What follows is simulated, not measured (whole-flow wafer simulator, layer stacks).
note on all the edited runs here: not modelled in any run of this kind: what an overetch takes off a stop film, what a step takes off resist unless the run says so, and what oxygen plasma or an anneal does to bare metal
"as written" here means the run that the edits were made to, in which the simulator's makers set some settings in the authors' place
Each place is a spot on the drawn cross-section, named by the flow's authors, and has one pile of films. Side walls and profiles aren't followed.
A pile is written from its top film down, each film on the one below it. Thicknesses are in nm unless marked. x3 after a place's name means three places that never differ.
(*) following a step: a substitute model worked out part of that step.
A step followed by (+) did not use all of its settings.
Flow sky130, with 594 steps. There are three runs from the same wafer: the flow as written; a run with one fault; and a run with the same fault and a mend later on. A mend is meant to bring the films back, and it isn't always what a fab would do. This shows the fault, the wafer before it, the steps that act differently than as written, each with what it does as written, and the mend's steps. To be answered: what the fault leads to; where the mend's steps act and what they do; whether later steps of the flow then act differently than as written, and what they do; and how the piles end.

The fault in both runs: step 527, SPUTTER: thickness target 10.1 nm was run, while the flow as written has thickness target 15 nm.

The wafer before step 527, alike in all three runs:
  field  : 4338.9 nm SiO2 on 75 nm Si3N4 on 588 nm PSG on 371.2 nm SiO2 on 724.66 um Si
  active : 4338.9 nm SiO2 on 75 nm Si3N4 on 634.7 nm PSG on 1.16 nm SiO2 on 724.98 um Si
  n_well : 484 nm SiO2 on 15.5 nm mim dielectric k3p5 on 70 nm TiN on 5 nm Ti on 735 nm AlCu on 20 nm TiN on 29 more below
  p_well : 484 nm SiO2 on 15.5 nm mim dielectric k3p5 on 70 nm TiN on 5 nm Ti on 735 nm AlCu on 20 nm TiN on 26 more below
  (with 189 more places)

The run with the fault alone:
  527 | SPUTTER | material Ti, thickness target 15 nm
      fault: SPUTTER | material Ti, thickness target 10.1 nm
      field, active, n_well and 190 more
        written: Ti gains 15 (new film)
        fault: Ti gains 10.1 (new film)
  Steps later in the flow that act otherwise than as written (19 more steps, not shown, differ only slightly: by at most 2% or 0.5 nm, whichever is larger):
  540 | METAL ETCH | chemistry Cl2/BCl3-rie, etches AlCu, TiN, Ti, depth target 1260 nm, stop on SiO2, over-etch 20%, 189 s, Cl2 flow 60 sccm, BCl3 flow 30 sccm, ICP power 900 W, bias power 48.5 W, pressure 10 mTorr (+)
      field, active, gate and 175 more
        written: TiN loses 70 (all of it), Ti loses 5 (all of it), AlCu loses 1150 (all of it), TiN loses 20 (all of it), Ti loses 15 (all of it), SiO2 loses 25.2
        fault: TiN loses 70 (all of it), Ti loses 5 (all of it), AlCu loses 1150 (all of it), TiN loses 20 (all of it), Ti loses 10.1 (all of it), SiO2 loses 25.7
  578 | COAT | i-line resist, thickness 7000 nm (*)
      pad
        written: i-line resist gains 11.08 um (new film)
        fault: i-line resist gains 11.09 um (new film)
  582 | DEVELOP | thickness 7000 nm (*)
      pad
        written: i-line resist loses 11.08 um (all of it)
        fault: i-line resist loses 11.09 um (all of it)
  By the end, the piles at n_well, p_well, sd_n and 12 more depart from the flow's by more than 2% or 0.5 nm, whichever is larger.
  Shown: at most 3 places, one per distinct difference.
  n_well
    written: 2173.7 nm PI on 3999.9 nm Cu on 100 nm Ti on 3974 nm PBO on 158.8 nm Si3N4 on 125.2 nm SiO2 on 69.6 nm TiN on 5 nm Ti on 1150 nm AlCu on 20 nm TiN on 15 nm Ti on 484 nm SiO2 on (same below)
    fault: 2174.3 nm PI on 3999.9 nm Cu on 100 nm Ti on 3977.5 nm PBO on 158.8 nm Si3N4 on 125.2 nm SiO2 on 69.6 nm TiN on 5 nm Ti on 1150 nm AlCu on 20 nm TiN on 10.1 nm Ti on 484 nm SiO2 on (same below)
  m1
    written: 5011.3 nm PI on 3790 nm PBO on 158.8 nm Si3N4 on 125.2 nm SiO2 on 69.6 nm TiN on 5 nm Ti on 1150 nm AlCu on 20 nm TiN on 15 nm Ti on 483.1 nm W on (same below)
    fault: 5011.5 nm PI on 3794.1 nm PBO on 158.8 nm Si3N4 on 125.2 nm SiO2 on 69.6 nm TiN on 5 nm Ti on 1150 nm AlCu on 20 nm TiN on 10.1 nm Ti on 483.1 nm W on (same below)
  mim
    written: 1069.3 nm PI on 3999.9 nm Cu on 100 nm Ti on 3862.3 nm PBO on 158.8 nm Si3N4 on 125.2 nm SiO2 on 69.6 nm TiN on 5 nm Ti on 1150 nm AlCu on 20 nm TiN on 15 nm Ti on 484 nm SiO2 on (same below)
    fault: 1069.8 nm PI on 3999.9 nm Cu on 100 nm Ti on 3866.1 nm PBO on 158.8 nm Si3N4 on 125.2 nm SiO2 on 69.6 nm TiN on 5 nm Ti on 1150 nm AlCu on 20 nm TiN on 10.1 nm Ti on 484 nm SiO2 on (same below)

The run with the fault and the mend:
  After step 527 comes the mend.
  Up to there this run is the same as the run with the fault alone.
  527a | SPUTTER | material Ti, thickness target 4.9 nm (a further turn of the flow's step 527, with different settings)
      field, active, n_well and 190 more
        Ti gains 4.9
  None of the later steps of the flow acts differently than as written at any place that is followed.
  By the end, the piles equal the flow's at every place that both follow.
